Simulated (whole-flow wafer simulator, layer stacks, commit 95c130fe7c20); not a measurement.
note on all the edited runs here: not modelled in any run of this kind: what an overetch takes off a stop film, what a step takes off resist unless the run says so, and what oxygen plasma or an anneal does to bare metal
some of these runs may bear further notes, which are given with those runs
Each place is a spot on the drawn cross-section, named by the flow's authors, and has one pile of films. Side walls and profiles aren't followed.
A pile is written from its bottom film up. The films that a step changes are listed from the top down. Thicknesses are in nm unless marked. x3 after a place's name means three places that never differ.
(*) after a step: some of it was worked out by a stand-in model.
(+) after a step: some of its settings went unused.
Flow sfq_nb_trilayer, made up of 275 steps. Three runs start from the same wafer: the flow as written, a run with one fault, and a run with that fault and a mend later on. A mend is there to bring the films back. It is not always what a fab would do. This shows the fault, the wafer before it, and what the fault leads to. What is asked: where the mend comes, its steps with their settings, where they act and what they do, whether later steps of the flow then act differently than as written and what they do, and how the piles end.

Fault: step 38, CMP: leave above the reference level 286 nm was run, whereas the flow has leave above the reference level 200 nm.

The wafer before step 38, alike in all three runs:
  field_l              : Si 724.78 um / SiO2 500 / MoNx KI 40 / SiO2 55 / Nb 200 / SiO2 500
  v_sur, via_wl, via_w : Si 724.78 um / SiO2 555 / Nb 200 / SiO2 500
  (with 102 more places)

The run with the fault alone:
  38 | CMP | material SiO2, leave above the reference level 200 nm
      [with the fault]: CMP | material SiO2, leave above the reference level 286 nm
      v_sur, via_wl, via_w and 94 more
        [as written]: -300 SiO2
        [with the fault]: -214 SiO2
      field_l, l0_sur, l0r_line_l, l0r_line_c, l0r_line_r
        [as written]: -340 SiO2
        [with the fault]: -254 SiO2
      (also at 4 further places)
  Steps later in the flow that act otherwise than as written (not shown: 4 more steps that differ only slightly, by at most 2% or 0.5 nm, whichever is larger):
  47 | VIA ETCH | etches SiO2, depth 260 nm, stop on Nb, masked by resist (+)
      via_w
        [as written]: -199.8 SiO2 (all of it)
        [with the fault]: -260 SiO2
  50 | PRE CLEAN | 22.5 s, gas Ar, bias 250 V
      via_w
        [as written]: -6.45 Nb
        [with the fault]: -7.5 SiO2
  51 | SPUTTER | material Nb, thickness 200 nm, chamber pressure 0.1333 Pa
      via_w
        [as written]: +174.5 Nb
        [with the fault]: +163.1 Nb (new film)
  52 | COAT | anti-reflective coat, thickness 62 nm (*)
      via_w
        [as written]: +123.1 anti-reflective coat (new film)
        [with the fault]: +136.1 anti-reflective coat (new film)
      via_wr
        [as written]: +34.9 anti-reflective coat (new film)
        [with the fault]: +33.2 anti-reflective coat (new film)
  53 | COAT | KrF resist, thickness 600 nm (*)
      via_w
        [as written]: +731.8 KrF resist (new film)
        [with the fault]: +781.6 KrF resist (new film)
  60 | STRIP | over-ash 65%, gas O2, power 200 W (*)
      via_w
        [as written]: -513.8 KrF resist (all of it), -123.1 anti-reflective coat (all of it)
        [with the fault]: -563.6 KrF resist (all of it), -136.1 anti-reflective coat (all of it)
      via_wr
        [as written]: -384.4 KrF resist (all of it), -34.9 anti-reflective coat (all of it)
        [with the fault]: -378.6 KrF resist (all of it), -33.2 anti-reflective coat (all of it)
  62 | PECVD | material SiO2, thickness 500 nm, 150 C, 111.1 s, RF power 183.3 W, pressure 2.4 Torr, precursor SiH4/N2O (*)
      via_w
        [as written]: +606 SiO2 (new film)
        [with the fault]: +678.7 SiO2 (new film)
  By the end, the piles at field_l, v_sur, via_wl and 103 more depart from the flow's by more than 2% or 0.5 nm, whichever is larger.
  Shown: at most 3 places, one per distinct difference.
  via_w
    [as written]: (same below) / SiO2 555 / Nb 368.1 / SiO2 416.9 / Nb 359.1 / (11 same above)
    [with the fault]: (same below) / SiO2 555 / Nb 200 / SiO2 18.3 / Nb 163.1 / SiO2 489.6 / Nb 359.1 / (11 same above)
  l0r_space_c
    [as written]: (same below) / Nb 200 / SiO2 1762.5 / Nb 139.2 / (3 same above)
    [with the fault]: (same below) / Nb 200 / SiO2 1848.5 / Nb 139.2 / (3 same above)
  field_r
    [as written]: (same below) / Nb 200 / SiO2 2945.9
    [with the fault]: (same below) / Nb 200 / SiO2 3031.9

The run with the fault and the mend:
  The mend follows step 45.
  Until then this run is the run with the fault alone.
  45a | STRIP | over-ash 65%, gas O2, power 200 W (*)
      field_l, v_sur, via_wl and 102 more
        -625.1 KrF resist (all of it), -62 anti-reflective coat (all of it)
      via_w
        -62 anti-reflective coat (all of it)
  45b | CMP | material SiO2, leave above the reference level 200 nm (the flow's step 38, run once more)
      field_l, v_sur, via_wl and 103 more
        -86 SiO2
  45c | COAT | anti-reflective coat, thickness 62 nm (the flow's step 40, run once more)
      field_l, v_sur, via_wl and 103 more
        +62 anti-reflective coat (new film)
  45d | COAT | KrF resist, thickness 650 nm (the flow's step 41, run once more)
      field_l, v_sur, via_wl and 103 more
        +650 KrF resist (new film)
  45e | SOFTBAKE | KrF resist (the flow's step 42, run once more)
      does not change any film at any place that is followed
  45f | EXPOSE | photomask I0, dose 11.91 mJ/cm2, NA 0.6, wavelength 248 nm (*) (the flow's step 43, run once more)
      does not change any film at any place that is followed
  45g | PEB | KrF resist, 90 s (the flow's step 44, run once more)
      field_l, v_sur, via_wl and 103 more
        -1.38 KrF resist
  45h | DEVELOP | KrF resist, thickness 650 nm, 60 s (the flow's step 45, run once more)
      field_l, v_sur, via_wl and 102 more
        -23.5 KrF resist
      via_w
        -648.6 KrF resist (all of it)
  Every later step of the flow that is run acts as written at every place that is followed.
  At every place that both follow, the piles at the end match the flow's.
